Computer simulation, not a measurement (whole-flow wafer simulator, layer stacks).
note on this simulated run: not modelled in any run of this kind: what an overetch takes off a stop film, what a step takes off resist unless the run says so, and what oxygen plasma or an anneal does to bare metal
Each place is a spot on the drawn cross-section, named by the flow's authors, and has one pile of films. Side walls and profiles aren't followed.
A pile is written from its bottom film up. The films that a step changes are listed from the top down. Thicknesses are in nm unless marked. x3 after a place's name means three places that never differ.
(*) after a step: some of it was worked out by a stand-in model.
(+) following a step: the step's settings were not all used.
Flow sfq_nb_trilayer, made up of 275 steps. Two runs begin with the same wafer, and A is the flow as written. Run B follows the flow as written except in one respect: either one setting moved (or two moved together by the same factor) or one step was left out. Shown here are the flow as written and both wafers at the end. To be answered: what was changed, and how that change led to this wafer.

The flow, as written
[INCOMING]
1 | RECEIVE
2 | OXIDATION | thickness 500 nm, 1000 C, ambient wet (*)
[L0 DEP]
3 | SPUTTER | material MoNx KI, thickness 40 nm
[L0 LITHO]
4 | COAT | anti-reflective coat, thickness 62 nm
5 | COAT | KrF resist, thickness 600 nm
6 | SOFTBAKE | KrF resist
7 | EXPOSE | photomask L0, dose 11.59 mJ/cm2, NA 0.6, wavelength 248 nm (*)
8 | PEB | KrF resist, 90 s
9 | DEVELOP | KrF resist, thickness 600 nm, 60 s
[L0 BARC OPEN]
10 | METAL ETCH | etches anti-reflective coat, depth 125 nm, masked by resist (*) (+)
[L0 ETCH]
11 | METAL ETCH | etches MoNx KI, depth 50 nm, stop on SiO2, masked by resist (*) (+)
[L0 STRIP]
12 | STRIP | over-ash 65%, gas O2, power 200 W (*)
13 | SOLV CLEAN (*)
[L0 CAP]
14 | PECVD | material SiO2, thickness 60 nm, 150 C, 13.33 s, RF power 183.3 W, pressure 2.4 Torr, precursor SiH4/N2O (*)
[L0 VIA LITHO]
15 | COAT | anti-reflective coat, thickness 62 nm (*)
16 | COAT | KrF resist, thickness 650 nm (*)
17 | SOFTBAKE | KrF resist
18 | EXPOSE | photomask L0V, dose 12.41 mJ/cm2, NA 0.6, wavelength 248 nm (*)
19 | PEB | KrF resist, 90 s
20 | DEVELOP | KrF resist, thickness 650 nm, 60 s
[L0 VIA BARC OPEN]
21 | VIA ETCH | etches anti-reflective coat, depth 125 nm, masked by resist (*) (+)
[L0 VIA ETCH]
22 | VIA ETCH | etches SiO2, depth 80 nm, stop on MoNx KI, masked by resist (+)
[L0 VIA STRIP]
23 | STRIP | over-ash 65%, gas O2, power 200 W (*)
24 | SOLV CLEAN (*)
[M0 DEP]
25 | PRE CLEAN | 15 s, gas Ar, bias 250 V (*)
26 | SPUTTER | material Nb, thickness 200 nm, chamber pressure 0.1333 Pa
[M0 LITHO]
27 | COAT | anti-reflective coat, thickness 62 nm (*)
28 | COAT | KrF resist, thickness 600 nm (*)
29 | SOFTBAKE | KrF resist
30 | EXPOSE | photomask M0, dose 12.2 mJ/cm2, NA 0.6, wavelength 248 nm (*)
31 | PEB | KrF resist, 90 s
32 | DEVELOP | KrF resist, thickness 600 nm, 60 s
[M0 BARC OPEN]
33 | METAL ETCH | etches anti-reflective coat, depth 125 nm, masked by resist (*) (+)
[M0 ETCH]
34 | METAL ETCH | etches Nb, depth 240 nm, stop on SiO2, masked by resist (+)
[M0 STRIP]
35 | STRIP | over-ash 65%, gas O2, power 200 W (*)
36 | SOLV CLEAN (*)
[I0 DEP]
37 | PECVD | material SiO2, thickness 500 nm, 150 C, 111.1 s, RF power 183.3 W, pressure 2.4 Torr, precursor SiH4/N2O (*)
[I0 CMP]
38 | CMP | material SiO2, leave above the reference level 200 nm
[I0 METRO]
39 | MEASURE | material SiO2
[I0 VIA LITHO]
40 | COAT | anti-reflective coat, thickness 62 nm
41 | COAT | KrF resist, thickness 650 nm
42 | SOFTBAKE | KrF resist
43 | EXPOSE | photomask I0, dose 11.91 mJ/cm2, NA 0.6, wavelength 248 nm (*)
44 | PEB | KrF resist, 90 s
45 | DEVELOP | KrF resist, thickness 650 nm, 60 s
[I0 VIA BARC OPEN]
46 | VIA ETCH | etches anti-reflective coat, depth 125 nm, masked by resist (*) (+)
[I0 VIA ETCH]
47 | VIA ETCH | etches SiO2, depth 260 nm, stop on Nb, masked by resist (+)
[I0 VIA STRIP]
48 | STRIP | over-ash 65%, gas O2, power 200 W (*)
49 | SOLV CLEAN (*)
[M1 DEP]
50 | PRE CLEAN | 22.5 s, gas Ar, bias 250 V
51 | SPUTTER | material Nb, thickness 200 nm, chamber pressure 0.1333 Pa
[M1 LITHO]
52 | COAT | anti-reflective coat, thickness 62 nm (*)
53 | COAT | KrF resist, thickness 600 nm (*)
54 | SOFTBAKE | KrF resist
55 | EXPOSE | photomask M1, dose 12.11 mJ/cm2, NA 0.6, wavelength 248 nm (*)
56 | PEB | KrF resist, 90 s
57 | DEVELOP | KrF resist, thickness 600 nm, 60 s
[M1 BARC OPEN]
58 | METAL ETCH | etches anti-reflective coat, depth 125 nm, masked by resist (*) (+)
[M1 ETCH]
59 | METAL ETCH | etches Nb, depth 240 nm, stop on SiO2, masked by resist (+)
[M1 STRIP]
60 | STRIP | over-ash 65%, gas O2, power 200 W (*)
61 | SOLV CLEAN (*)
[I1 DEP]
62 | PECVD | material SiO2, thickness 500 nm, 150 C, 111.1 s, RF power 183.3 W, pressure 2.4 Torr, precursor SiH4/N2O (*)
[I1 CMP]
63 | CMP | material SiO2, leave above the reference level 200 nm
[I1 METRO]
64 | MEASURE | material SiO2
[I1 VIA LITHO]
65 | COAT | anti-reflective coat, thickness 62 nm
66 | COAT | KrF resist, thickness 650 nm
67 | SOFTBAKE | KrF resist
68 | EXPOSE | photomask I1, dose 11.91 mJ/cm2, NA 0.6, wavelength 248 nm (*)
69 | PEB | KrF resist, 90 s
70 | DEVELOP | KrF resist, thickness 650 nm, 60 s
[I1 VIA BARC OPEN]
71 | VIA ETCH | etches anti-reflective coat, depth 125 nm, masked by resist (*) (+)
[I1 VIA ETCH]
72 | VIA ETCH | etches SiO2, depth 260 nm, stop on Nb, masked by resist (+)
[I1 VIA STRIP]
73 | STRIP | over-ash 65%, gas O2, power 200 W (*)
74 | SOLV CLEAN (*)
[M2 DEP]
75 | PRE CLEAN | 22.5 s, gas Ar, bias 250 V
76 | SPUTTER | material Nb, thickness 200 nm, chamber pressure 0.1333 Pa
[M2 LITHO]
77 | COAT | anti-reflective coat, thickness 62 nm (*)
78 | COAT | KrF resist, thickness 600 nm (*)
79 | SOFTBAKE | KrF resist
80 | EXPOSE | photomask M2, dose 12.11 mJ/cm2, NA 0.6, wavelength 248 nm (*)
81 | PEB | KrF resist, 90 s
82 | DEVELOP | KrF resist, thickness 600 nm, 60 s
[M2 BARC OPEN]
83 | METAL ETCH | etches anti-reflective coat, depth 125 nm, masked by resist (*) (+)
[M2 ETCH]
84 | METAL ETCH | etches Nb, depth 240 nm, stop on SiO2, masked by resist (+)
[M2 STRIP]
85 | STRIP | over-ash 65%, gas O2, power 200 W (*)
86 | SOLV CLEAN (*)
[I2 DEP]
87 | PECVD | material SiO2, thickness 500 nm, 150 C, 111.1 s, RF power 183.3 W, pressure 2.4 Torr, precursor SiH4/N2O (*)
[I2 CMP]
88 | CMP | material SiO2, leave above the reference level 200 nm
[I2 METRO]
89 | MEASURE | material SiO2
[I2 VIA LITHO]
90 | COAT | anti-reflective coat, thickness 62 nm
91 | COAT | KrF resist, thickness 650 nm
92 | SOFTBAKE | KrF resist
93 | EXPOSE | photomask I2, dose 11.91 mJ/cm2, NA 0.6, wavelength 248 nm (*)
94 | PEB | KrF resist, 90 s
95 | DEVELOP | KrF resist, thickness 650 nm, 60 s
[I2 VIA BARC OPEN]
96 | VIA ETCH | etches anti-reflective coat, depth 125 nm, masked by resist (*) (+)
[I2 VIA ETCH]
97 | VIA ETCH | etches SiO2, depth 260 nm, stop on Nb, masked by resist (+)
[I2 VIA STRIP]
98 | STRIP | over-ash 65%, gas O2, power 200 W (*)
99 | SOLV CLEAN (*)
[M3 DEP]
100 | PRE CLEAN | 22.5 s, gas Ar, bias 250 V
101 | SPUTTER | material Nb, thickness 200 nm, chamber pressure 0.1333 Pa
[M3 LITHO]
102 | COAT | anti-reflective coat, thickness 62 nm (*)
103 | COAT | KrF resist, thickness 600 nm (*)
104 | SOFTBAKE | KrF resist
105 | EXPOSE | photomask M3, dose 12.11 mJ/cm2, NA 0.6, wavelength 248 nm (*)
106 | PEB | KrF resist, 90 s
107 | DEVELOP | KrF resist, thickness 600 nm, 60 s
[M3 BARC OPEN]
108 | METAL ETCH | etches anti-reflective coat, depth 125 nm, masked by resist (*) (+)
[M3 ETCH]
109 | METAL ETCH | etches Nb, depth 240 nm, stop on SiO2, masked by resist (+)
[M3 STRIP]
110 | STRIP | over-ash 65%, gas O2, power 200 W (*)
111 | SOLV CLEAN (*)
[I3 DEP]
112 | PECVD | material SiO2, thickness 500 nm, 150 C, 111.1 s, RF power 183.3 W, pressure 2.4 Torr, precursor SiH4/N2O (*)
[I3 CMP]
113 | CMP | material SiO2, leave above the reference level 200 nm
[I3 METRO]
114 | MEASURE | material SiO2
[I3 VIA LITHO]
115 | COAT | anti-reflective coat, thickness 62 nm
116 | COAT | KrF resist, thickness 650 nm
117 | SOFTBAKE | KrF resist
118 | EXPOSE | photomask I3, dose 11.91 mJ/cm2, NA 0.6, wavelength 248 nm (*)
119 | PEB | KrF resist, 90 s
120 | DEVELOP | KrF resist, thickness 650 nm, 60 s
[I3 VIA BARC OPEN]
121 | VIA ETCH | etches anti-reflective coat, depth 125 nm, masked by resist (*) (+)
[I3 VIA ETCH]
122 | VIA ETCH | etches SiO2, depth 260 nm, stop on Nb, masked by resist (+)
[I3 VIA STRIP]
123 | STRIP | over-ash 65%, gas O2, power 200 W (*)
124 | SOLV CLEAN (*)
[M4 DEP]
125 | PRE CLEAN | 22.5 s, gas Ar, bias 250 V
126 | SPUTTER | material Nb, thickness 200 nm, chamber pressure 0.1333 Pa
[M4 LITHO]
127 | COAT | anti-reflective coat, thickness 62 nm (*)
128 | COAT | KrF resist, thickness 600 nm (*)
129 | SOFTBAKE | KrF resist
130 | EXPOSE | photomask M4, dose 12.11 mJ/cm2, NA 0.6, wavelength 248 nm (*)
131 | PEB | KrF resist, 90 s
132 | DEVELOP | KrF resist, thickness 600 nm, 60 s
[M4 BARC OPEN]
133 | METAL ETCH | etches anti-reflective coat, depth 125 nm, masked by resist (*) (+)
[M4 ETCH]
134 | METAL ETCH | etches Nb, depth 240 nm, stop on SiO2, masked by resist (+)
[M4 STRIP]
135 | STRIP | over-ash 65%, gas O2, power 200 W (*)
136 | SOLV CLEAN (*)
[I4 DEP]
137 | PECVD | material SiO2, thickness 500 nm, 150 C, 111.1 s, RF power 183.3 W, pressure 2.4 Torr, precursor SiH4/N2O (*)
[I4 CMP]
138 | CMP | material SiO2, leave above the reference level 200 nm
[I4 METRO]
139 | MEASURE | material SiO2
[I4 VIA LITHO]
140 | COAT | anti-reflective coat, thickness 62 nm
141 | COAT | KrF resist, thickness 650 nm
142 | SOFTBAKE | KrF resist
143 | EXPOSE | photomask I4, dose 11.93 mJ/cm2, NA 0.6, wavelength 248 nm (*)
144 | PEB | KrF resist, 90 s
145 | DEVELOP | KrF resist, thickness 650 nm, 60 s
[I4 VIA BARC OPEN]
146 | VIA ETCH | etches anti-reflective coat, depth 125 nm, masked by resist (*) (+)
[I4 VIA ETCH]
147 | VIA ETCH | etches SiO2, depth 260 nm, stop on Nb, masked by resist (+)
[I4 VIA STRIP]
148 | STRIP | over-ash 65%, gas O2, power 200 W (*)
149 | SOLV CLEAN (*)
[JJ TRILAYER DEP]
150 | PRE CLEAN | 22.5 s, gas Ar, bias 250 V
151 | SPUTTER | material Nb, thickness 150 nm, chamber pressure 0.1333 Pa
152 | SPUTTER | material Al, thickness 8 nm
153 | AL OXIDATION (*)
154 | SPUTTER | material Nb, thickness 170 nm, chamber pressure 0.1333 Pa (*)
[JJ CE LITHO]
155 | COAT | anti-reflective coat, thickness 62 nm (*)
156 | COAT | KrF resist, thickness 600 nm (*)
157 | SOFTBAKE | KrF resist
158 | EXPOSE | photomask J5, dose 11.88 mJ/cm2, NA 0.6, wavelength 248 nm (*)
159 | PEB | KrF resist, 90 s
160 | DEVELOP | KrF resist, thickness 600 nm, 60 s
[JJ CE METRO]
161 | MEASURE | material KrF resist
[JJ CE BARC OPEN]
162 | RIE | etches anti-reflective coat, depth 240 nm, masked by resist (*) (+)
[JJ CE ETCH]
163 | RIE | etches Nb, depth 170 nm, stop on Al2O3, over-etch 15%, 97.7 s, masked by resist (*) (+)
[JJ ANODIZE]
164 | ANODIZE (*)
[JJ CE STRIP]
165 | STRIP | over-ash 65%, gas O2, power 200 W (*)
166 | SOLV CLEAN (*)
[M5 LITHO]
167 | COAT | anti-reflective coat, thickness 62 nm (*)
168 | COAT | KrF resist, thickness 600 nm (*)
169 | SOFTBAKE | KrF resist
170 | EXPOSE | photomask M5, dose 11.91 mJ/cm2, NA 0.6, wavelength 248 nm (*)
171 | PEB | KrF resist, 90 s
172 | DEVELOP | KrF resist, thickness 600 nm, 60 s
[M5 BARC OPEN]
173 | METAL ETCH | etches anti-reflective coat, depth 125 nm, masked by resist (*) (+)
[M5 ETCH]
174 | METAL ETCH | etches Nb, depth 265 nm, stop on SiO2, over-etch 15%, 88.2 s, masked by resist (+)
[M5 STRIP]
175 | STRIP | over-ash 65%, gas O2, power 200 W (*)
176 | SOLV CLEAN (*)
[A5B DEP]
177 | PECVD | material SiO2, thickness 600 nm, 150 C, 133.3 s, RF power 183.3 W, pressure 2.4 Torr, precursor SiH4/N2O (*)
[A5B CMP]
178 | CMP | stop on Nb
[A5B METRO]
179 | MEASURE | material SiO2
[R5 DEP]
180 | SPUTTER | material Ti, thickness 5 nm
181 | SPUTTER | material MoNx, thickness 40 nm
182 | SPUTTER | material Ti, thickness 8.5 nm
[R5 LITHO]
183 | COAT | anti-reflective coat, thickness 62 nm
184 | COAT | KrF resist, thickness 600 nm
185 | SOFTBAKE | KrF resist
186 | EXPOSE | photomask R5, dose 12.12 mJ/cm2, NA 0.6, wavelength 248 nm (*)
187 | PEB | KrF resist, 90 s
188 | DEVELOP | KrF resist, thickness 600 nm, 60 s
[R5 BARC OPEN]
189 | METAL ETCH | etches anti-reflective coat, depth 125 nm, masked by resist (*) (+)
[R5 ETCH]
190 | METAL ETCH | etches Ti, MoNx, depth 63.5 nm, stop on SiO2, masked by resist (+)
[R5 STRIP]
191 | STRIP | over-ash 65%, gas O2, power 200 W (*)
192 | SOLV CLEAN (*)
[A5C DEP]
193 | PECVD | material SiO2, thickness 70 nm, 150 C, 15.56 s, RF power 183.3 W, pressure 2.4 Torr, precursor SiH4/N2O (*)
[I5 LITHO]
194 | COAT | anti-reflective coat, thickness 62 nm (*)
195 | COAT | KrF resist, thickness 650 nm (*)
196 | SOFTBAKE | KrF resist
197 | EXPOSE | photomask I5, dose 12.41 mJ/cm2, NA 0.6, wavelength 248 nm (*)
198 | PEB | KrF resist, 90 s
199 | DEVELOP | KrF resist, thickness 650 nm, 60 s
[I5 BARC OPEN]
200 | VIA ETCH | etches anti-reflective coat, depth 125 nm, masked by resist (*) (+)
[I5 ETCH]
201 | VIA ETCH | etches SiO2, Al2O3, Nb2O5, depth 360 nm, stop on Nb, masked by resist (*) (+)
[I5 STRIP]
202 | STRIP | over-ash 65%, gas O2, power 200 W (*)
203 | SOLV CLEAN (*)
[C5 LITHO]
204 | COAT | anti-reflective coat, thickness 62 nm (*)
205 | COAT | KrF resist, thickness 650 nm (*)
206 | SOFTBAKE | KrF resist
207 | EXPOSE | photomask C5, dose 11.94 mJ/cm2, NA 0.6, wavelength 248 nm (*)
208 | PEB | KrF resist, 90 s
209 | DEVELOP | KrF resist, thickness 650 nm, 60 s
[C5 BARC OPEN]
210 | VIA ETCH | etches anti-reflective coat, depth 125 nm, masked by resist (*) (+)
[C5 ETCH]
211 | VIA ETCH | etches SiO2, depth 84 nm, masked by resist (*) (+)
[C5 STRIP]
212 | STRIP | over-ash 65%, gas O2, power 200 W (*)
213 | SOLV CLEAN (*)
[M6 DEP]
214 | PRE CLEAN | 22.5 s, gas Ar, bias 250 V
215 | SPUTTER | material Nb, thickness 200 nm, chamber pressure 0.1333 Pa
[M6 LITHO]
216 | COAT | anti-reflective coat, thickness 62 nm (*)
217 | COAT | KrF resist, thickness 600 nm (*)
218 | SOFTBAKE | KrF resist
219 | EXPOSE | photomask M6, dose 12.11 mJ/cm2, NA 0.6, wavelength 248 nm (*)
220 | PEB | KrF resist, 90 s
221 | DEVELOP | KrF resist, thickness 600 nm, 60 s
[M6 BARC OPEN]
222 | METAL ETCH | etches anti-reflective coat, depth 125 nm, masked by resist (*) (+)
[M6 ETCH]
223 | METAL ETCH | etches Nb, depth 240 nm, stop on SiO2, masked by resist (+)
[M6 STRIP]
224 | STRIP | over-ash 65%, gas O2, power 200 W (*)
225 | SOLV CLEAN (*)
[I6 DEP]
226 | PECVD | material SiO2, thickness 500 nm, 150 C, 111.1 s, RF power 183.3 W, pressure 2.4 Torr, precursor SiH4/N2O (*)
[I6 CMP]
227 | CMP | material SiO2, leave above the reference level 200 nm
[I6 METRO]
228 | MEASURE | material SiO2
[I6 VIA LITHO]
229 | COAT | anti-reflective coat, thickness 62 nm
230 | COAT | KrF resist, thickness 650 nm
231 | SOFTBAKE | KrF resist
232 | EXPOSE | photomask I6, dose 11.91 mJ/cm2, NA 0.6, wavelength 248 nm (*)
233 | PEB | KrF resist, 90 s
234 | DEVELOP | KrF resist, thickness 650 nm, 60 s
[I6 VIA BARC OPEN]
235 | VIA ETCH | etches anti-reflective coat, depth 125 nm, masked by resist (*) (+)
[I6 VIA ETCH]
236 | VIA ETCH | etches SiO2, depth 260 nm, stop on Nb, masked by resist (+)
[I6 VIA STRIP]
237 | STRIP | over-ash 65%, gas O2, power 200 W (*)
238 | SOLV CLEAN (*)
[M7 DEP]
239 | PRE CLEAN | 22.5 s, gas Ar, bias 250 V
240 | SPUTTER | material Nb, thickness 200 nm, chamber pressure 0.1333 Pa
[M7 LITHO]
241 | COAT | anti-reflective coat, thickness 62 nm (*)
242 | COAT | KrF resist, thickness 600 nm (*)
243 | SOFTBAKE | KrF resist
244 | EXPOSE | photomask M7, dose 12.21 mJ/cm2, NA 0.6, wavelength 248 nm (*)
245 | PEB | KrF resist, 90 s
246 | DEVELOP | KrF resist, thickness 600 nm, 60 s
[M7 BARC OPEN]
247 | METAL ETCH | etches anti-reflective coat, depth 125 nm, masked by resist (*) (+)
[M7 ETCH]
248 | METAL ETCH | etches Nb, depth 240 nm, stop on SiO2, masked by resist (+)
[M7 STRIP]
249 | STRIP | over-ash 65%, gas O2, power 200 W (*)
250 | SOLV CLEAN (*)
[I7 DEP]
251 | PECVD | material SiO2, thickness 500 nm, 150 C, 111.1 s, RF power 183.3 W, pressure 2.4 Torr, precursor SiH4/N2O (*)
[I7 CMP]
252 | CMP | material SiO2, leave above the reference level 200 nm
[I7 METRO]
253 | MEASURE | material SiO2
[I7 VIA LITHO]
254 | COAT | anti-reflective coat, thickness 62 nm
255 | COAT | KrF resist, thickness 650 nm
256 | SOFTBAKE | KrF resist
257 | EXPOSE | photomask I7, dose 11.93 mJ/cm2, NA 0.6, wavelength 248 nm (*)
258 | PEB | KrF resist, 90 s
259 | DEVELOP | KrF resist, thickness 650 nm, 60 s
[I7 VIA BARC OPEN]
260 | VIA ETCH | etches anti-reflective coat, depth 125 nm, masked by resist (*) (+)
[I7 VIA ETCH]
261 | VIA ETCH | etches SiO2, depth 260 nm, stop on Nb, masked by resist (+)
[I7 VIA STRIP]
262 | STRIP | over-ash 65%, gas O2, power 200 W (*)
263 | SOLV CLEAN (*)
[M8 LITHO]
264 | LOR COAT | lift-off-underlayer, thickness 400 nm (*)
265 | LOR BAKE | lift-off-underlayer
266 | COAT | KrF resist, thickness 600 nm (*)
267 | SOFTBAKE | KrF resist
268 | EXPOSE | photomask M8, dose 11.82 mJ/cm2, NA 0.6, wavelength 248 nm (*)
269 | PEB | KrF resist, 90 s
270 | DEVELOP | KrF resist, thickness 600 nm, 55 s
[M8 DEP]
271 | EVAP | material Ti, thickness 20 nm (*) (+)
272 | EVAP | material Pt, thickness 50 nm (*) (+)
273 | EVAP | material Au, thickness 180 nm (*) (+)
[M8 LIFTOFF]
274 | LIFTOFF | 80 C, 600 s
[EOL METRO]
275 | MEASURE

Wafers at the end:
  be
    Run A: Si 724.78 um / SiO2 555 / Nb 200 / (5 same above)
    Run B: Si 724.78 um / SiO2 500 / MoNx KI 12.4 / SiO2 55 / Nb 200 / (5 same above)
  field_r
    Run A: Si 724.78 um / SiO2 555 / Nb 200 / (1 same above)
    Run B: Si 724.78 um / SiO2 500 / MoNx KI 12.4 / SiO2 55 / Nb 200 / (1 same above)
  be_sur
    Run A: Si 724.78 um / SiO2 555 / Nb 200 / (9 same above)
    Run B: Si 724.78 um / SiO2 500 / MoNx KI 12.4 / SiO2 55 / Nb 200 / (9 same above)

The reason: step 3, SPUTTER: thickness 62.4 nm was run, though the flow has thickness 40 nm.

Step by step, how the change led to this:
  3 | SPUTTER | material MoNx KI, thickness 40 nm
      field_l, v_sur, via_wl and 103 more: A MoNx KI gains 40 (new film) | B MoNx KI gains 62.4 (new film)
  11 | METAL ETCH | etches MoNx KI, depth 50 nm, stop on SiO2, masked by resist (*) (+)
      v_sur, via_wl, via_w and 97 more: A MoNx KI loses 40 (all of it) | B MoNx KI loses 50
  14 | PECVD | material SiO2, thickness 60 nm, 150 C, 13.33 s, RF power 183.3 W, pressure 2.4 Torr, precursor SiH4/N2O (*)
      v_sur, via_wl, via_w and 97 more: A SiO2 gains 60 | B SiO2 gains 60 (new film)
  15 | COAT | anti-reflective coat, thickness 62 nm (*)
      field_l: A anti-reflective coat gains 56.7 (new film) | B anti-reflective coat gains 55.5 (new film)
      v_sur: A anti-reflective coat gains 72.2 (new film) | B anti-reflective coat gains 74.9 (new film)
      (as well as at 2 more places)
  23 | STRIP | over-ash 65%, gas O2, power 200 W (*)
      field_l: A KrF resist loses 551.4 (all of it), anti-reflective coat loses 56.7 (all of it) | B KrF resist loses 549.3 (all of it), anti-reflective coat loses 55.5 (all of it)
      v_sur: A KrF resist loses 570.5 (all of it), anti-reflective coat loses 72.2 (all of it) | B KrF resist loses 573.1 (all of it), anti-reflective coat loses 74.9 (all of it)
      (as well as at 2 more places)
  27 | COAT | anti-reflective coat, thickness 62 nm (*)
      v_sur: A anti-reflective coat gains 72.3 (new film) | B anti-reflective coat gains 75.1 (new film)
      l0_sur: A anti-reflective coat gains 47.5 (new film) | B anti-reflective coat gains 46.5 (new film)
      (as well as at 1 more place)
  35 | STRIP | over-ash 65%, gas O2, power 200 W (*)
      v_sur: A KrF resist loses 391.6 (all of it), anti-reflective coat loses 72.3 (all of it) | B KrF resist loses 393.9 (all of it), anti-reflective coat loses 75.1 (all of it)
      l0_sur: A KrF resist loses 372 (all of it), anti-reflective coat loses 47.5 (all of it) | B KrF resist loses 369.2 (all of it), anti-reflective coat loses 46.5 (all of it)
      (as well as at 1 more place)
  38 | CMP | material SiO2, leave above the reference level 200 nm
      field_l, l0_sur, l0r_line_l, l0r_line_c, l0r_line_r: A SiO2 loses 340 | B SiO2 loses 350
      l0v: A SiO2 loses 277.8 | B SiO2 loses 287.8
If metal films that touch count as one body, be has 4 bodies (between them, from the top down: SiO2 503.2; SiO2 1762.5; SiO2 55); the flow as written gives 3 bodies (between them, from the top down: SiO2 503.2; SiO2 1762.5).
If metal films that touch count as one body, field_r has 2 bodies (between them, from the top down: SiO2 55); the flow as written gives 1 body.
If metal films that touch count as one body, be_sur has 5 bodies (between them, from the top down: SiO2 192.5; SiO2 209 / Al2O3 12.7 / Nb2O5 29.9; SiO2 1762.5; SiO2 55); the flow as written gives 4 bodies (between them, from the top down: SiO2 192.5; SiO2 209 / Al2O3 12.7 / Nb2O5 29.9; SiO2 1762.5).
